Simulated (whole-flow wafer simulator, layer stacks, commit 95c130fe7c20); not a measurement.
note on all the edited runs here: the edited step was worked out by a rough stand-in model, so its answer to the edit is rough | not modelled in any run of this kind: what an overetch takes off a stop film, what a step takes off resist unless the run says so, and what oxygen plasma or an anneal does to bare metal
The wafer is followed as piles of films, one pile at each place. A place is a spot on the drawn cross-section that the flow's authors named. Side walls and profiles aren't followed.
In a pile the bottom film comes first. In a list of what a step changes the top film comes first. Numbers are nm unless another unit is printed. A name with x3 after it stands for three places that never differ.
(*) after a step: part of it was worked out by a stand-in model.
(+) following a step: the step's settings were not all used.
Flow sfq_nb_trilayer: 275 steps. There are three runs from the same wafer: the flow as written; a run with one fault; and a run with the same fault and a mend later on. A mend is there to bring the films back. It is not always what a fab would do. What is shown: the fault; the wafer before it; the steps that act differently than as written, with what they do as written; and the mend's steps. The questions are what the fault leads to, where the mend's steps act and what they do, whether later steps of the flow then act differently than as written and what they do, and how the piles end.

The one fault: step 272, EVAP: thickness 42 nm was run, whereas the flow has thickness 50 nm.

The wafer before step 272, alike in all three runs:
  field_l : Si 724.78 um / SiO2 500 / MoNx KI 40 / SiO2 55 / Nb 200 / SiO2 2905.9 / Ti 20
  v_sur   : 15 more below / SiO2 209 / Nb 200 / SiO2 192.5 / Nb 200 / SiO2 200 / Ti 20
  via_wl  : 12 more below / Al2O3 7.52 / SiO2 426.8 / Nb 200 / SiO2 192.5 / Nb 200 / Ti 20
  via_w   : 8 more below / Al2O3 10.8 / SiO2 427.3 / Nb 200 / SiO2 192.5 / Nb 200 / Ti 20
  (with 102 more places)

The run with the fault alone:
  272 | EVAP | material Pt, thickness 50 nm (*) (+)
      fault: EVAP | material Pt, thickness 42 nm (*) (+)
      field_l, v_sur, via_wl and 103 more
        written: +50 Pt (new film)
        fault: +42 Pt (new film)
  Later steps of the flow acting differently than as written:
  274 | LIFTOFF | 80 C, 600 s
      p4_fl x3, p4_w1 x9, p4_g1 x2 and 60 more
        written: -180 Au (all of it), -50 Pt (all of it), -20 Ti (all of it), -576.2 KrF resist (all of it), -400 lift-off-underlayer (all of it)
        fault: -180 Au (all of it), -42 Pt (all of it), -20 Ti (all of it), -576.2 KrF resist (all of it), -400 lift-off-underlayer (all of it)
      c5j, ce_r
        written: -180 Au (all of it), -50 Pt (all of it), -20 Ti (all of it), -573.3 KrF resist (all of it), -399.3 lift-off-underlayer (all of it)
        fault: -180 Au (all of it), -42 Pt (all of it), -20 Ti (all of it), -573.3 KrF resist (all of it), -399.3 lift-off-underlayer (all of it)
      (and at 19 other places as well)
  By the end, the piles at field_l, v_sur, via_wl and 8 more depart from the flow's by more than 2% or 0.5 nm, whichever is larger.
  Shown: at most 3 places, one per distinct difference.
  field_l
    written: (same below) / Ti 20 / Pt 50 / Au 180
    fault: (same below) / Ti 20 / Pt 42 / Au 180

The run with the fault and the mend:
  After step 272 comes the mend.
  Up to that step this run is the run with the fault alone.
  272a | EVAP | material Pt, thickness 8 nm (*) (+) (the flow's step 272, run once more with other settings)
      field_l, v_sur, via_wl and 103 more
        +8 Pt
  Every later step of the flow that is run acts as written at every place that is followed.
  At every place that both follow, the piles at the end match the flow's.
